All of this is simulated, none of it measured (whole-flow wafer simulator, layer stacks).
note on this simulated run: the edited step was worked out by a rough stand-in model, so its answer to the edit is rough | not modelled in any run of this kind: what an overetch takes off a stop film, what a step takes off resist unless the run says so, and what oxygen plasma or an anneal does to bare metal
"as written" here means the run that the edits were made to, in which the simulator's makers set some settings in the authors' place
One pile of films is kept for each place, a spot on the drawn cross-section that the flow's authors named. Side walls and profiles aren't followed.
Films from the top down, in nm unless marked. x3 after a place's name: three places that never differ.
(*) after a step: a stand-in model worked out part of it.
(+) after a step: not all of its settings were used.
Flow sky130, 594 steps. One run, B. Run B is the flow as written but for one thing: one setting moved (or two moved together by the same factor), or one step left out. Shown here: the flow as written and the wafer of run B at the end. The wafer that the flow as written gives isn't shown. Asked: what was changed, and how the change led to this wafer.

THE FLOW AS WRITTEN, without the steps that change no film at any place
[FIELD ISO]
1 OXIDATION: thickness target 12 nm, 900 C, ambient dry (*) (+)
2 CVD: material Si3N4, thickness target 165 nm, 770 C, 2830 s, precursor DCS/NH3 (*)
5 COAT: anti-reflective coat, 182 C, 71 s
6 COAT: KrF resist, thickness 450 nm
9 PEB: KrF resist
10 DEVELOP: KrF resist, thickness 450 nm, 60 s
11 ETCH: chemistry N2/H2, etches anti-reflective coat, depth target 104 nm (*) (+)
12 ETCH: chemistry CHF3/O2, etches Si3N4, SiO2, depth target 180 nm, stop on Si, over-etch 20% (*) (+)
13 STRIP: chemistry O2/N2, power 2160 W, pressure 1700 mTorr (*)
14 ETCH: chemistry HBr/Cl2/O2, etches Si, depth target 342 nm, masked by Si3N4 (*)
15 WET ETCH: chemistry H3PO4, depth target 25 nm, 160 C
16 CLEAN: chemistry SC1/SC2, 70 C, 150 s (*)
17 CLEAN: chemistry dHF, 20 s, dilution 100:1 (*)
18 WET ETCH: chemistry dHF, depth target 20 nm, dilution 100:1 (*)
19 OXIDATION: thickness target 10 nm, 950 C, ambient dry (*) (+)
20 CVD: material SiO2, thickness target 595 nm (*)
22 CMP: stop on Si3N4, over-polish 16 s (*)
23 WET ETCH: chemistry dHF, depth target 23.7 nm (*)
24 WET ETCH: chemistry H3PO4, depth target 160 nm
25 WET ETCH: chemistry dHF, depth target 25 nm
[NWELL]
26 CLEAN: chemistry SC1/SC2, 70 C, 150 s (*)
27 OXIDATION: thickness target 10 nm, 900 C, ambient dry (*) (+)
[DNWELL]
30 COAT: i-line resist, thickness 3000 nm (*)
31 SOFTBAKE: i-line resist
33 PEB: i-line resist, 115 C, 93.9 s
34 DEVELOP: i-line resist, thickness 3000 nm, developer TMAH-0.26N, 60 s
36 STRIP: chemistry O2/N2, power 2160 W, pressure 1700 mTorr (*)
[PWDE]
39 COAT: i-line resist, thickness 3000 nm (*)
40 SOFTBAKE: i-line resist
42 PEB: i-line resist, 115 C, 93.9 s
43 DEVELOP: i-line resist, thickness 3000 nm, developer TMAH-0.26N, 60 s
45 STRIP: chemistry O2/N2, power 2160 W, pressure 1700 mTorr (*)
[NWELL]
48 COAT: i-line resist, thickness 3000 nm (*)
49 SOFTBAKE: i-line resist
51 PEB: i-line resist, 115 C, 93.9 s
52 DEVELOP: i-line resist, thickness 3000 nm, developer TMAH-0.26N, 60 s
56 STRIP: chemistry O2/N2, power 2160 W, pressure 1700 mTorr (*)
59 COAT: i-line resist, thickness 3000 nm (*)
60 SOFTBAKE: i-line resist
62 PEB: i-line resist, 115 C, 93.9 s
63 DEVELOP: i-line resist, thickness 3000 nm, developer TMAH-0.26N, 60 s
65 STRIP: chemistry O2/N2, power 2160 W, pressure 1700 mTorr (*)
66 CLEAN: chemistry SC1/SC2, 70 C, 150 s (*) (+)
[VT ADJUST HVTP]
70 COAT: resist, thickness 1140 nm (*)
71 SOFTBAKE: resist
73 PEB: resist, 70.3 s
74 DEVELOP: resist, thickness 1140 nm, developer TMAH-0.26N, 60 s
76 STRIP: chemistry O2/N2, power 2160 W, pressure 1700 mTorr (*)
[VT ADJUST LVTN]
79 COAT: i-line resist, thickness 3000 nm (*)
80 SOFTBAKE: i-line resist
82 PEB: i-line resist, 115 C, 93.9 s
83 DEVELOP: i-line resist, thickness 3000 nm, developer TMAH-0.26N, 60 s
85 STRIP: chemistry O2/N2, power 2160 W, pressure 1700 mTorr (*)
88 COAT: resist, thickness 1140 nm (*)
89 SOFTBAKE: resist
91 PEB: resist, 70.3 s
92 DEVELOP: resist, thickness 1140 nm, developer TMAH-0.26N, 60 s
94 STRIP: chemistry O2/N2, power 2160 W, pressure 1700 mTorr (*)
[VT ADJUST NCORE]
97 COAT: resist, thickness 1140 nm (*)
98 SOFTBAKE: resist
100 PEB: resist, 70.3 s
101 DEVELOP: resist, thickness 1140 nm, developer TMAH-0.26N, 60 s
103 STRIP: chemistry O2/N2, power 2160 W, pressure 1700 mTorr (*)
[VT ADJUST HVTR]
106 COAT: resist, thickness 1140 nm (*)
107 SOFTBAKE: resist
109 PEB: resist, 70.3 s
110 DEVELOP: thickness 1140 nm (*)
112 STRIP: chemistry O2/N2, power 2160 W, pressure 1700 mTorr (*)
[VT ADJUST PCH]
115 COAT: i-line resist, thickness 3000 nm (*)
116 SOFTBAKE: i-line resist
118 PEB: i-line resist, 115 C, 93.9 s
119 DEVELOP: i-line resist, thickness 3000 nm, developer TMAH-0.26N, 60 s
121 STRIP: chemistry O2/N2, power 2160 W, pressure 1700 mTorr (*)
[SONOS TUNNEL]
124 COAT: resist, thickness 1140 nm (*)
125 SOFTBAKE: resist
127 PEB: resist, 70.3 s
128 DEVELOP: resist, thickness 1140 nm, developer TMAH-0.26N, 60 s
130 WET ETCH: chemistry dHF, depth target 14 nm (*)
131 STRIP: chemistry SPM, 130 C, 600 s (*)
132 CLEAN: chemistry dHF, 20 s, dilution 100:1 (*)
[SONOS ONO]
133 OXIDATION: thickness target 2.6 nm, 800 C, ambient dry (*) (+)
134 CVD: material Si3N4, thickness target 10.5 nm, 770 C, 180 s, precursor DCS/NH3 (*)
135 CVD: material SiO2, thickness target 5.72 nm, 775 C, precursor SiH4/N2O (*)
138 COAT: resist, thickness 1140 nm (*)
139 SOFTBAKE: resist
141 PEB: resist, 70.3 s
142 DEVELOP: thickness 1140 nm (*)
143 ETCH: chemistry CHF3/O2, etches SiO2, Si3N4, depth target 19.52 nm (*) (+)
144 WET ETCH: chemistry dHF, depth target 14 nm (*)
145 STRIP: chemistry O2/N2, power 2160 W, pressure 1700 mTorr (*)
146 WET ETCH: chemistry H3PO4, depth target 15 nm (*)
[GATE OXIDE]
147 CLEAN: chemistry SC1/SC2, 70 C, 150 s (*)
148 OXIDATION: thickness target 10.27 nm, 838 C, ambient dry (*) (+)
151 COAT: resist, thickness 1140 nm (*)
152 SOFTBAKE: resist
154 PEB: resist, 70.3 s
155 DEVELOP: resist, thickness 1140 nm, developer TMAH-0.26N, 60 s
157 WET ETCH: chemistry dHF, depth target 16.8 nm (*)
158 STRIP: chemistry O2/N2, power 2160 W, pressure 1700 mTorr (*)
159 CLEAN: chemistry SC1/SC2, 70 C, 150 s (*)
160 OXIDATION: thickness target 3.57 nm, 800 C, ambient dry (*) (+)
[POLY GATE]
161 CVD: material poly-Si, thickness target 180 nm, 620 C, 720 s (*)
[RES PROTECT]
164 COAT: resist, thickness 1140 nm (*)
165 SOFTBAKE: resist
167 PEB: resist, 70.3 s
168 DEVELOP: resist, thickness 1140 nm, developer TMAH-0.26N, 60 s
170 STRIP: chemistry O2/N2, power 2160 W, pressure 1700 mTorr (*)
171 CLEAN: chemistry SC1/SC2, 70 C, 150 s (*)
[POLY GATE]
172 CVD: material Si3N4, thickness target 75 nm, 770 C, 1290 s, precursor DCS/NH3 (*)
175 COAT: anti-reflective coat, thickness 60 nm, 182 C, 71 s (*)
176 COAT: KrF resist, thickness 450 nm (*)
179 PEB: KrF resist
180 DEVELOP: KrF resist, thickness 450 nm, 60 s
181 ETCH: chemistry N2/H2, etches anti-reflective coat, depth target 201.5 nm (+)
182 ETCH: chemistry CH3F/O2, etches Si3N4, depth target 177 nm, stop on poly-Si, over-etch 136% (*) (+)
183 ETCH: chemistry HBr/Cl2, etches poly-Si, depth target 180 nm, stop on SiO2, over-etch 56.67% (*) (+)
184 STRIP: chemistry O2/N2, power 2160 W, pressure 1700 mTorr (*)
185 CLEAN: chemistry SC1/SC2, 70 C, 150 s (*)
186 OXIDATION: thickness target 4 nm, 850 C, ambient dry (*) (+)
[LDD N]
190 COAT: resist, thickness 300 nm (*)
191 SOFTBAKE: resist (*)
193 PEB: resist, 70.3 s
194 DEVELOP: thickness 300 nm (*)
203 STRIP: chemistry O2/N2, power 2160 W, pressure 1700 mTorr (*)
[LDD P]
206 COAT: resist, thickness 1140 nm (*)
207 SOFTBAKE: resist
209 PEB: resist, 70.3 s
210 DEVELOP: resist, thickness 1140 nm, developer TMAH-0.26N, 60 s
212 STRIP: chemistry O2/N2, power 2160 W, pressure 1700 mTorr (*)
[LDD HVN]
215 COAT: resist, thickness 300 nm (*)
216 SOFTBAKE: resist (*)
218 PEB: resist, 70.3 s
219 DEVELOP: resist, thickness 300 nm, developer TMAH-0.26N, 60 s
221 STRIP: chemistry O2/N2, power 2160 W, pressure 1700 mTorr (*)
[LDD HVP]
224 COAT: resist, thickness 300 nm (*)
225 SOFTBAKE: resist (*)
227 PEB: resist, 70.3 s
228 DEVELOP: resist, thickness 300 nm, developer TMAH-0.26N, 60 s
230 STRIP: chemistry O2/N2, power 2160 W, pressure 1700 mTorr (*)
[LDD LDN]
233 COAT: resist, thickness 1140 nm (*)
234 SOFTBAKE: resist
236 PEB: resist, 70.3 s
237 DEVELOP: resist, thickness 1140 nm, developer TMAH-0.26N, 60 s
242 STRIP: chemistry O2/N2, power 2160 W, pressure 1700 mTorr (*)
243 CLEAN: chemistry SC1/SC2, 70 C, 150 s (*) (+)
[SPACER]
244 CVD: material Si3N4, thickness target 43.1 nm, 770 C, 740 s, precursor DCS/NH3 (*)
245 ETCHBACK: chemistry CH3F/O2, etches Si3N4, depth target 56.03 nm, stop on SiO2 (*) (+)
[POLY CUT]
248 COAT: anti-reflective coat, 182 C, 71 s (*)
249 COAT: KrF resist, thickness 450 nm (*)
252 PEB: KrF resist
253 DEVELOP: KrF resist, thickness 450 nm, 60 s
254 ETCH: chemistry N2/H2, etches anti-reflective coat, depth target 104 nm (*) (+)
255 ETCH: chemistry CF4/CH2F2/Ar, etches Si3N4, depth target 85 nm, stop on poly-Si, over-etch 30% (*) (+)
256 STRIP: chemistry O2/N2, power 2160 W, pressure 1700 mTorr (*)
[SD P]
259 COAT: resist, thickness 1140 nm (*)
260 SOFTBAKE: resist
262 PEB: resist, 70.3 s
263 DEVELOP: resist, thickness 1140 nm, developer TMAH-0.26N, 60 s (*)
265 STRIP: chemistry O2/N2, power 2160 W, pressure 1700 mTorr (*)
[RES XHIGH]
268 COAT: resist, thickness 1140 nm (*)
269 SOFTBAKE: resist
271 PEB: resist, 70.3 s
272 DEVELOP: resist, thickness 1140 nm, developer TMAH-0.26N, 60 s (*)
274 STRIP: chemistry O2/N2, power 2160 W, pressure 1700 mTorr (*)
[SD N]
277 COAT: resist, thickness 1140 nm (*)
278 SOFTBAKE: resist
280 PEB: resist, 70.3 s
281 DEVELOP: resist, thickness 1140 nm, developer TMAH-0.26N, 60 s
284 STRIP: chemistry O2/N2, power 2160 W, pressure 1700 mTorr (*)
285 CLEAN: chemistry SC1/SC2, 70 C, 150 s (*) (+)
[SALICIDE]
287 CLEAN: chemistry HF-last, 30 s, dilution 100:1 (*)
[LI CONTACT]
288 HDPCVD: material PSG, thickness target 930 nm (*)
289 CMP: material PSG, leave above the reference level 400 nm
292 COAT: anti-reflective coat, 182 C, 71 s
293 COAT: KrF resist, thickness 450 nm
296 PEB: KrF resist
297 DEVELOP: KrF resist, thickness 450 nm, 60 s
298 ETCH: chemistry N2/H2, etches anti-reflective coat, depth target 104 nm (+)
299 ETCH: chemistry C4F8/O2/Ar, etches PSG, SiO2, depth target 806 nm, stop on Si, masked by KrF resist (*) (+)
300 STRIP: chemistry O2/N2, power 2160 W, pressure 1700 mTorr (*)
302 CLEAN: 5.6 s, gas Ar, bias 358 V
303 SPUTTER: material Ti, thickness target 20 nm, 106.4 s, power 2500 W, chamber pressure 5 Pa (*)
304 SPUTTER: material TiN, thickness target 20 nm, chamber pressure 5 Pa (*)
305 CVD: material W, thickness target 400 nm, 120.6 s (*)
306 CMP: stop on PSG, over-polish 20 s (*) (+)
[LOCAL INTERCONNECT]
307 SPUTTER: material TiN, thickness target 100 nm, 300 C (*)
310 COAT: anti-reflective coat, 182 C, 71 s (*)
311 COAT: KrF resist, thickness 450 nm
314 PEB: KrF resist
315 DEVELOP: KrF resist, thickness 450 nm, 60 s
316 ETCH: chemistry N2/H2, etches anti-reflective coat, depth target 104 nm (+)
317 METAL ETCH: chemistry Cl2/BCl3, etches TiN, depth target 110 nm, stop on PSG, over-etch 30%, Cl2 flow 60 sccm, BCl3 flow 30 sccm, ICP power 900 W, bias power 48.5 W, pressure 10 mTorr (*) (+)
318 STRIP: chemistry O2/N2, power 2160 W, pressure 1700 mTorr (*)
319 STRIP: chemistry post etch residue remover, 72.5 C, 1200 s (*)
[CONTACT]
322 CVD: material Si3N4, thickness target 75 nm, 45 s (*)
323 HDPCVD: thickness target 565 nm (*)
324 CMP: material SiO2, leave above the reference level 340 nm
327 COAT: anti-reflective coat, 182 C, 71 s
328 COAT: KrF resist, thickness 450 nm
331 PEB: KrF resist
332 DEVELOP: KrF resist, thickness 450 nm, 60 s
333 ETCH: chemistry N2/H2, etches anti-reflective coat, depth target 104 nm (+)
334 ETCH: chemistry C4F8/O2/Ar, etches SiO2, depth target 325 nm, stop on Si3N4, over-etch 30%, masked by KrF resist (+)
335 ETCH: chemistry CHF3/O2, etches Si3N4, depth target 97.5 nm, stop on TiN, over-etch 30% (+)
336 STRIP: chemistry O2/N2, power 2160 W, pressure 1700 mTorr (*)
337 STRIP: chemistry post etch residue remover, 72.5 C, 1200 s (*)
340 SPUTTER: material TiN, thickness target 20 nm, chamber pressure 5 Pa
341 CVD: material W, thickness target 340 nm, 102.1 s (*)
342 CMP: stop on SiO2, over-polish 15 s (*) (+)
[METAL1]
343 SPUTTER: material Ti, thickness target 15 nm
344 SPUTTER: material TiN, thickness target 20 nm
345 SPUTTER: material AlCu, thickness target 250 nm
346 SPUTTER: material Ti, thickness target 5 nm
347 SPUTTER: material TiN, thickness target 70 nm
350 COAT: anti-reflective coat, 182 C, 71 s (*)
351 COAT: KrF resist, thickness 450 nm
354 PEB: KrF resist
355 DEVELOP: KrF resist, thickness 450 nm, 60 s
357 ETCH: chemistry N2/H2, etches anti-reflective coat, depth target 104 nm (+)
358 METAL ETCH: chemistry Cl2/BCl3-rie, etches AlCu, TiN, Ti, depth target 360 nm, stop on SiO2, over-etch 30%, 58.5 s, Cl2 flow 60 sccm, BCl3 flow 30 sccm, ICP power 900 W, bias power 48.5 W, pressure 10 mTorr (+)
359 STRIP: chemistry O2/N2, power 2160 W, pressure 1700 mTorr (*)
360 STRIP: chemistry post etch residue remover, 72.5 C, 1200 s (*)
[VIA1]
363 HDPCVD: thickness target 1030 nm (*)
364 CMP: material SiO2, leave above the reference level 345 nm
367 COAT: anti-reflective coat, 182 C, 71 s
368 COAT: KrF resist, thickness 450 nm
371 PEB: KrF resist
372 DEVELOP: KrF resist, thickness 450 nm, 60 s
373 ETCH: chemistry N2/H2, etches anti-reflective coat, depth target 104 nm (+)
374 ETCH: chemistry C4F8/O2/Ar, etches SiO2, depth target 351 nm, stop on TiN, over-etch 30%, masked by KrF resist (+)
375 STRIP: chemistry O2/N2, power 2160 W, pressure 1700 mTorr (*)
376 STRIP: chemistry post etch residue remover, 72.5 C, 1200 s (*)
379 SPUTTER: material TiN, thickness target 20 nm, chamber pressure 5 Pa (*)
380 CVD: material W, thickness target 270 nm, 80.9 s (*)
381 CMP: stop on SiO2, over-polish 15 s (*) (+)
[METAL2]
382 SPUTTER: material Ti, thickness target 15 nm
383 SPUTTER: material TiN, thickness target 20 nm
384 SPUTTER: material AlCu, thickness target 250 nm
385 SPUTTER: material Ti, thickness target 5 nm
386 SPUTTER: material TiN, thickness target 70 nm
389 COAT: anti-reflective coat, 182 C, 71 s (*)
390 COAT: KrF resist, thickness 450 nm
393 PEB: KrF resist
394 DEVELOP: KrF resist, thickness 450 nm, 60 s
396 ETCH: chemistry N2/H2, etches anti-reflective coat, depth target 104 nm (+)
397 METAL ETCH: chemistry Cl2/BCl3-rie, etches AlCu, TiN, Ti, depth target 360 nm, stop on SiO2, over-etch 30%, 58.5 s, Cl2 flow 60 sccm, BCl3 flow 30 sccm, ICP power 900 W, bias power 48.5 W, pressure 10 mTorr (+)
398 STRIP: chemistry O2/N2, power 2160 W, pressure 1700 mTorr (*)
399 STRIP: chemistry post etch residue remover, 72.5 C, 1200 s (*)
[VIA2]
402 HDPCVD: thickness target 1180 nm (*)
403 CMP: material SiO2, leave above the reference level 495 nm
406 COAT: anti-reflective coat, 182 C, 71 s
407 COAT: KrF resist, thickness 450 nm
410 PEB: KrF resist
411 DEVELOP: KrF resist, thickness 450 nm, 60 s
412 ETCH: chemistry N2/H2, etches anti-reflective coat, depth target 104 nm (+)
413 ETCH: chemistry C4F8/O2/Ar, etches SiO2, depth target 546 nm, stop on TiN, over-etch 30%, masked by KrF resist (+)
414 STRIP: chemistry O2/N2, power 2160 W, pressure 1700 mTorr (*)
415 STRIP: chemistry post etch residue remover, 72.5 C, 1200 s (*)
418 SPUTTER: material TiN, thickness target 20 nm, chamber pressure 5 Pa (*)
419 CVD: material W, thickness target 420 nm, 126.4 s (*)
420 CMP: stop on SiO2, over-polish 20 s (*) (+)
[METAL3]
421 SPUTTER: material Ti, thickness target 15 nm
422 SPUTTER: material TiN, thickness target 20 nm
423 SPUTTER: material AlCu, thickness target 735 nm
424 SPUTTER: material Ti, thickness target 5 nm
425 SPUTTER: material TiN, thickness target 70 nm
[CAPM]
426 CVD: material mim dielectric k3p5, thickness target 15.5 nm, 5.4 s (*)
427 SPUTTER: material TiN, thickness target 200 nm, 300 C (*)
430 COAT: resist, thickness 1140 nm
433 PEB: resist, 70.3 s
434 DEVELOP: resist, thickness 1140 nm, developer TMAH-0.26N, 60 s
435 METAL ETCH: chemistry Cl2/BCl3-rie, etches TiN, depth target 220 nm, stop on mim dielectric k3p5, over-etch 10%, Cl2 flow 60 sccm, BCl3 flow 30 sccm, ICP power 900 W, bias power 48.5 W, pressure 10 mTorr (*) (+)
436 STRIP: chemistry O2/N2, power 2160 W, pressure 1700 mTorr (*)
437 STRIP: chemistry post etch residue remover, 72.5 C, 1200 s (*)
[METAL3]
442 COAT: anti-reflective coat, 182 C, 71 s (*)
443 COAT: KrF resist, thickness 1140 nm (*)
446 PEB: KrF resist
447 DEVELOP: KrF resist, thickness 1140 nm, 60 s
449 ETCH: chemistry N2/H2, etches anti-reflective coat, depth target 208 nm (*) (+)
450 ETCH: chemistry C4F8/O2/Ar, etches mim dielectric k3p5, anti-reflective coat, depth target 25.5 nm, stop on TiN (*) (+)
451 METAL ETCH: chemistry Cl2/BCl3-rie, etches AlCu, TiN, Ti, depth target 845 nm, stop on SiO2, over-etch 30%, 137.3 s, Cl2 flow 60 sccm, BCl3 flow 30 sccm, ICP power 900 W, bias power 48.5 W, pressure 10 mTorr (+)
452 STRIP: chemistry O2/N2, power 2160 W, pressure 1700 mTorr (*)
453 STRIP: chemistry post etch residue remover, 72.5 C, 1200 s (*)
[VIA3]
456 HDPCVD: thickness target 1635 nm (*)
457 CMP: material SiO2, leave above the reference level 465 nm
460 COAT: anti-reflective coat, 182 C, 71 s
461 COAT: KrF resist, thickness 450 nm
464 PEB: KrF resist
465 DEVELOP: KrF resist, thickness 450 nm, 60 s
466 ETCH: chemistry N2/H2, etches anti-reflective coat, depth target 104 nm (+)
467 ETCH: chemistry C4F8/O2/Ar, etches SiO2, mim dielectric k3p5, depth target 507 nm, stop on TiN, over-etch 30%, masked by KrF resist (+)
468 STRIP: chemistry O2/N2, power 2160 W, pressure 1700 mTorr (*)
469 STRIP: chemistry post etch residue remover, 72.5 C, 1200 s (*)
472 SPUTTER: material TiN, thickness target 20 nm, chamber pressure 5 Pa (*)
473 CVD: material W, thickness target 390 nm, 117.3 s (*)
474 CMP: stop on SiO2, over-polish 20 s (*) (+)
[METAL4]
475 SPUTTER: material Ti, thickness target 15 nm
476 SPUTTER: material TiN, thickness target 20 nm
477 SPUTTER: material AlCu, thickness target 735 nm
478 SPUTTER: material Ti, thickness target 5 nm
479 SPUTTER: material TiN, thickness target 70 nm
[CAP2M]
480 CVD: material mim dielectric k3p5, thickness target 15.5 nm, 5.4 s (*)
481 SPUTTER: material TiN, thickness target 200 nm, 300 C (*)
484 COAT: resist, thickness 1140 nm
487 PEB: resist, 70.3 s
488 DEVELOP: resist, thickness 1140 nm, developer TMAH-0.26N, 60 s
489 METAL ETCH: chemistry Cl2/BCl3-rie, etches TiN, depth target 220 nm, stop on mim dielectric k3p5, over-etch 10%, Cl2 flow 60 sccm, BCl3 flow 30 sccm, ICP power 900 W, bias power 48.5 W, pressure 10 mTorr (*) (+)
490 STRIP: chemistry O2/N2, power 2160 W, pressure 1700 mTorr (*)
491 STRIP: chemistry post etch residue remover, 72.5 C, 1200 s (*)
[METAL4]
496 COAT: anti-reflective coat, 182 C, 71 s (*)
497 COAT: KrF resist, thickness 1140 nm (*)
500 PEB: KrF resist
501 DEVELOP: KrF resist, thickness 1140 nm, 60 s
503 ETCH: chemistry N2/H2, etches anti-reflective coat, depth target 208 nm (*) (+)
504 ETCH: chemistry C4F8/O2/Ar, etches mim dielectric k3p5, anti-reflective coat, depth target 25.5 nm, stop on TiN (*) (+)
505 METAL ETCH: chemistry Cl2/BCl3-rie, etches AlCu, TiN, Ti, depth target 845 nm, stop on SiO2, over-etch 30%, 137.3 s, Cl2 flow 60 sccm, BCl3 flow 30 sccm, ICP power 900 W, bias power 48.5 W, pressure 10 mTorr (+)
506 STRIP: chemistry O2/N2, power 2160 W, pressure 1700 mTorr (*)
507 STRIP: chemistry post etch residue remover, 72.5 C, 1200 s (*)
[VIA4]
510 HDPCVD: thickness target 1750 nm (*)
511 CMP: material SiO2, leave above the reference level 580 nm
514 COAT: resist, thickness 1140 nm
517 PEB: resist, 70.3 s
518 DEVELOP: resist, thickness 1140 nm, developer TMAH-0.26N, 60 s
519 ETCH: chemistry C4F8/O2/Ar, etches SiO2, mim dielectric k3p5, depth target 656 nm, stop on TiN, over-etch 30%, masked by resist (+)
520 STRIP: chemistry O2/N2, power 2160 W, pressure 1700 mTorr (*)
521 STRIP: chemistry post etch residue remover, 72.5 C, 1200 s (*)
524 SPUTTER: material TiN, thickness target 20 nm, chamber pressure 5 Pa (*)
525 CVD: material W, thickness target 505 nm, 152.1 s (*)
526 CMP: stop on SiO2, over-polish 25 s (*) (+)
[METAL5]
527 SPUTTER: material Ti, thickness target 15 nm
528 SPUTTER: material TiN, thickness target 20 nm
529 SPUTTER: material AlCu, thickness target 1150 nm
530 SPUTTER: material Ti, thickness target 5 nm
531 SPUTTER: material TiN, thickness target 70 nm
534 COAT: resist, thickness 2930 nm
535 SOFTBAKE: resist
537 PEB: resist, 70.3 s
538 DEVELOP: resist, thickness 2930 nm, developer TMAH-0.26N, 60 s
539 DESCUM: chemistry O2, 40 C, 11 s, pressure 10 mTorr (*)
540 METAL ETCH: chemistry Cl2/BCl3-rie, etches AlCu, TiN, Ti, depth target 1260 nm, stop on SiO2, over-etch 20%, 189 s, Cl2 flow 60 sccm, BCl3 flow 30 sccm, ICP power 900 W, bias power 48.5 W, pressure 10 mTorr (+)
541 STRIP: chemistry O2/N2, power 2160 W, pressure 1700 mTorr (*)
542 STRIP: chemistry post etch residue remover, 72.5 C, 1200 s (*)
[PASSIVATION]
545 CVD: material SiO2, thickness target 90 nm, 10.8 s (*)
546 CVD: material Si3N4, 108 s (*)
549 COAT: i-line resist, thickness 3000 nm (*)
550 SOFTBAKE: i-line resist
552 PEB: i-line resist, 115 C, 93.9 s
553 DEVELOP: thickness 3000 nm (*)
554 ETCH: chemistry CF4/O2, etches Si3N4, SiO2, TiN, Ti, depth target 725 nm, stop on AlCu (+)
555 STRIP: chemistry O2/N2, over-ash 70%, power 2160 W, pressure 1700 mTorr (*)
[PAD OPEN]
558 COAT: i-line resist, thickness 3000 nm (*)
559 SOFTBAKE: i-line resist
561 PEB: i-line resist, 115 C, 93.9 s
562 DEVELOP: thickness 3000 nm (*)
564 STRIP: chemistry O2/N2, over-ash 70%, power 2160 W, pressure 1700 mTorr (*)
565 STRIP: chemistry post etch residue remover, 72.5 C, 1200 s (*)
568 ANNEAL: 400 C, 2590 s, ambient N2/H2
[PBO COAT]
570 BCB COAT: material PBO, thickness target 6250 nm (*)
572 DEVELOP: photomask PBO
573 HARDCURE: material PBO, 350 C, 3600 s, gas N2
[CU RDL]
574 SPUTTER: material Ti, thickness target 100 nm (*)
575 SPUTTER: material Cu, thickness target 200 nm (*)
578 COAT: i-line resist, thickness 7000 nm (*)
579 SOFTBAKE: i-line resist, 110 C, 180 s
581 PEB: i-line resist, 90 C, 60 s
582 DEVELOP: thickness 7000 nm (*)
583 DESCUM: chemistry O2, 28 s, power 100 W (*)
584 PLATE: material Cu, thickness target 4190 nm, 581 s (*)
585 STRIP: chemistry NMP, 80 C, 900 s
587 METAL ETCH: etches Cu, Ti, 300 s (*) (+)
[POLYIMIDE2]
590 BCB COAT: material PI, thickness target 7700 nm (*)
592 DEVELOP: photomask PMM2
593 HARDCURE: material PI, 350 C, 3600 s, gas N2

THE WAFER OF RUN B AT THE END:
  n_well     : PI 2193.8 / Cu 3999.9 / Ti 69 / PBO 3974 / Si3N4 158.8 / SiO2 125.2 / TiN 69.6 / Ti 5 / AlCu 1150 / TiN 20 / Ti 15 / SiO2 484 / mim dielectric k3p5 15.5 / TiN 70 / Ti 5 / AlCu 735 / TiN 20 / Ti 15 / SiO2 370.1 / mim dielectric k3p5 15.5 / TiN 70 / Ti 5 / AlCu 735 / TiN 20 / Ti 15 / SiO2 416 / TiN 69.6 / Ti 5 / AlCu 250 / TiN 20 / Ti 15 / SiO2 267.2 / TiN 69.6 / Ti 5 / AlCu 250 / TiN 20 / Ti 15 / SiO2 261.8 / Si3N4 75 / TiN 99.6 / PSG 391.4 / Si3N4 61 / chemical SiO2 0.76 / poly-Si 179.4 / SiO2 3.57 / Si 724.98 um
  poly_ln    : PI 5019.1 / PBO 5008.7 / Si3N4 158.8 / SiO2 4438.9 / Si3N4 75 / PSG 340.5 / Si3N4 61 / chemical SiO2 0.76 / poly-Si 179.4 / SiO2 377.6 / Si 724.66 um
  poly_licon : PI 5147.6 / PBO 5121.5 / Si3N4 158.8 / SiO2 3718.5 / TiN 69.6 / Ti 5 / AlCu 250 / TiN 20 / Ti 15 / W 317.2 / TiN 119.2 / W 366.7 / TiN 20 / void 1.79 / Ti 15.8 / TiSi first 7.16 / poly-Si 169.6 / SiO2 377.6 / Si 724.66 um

The cause: step 574, SPUTTER: thickness target 69 nm was run, where the flow has thickness target 100 nm.
It can be read off the wafer: n_well has Ti 69, and step 574 as written asks for 100 nm.

How the change led to this, step by step:
  574 SPUTTER: material Ti, thickness target 100 nm (*)
      field, active, n_well and 190 more: Ti +69 (new film) (as written it would be: Ti +100 (new film))
  587 METAL ETCH: etches Cu, Ti, 300 s (*) (+)
      field, active, gate and 167 more: Cu -200 (all of it), Ti -69 (all of it) (as written it would be: Cu -200 (all of it), Ti -100 (all of it))
  590 BCB COAT: material PI, thickness target 7700 nm (*)
      de16_gate_nw: PI +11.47 um (new film) (as written it would be: PI +11.5 um (new film))
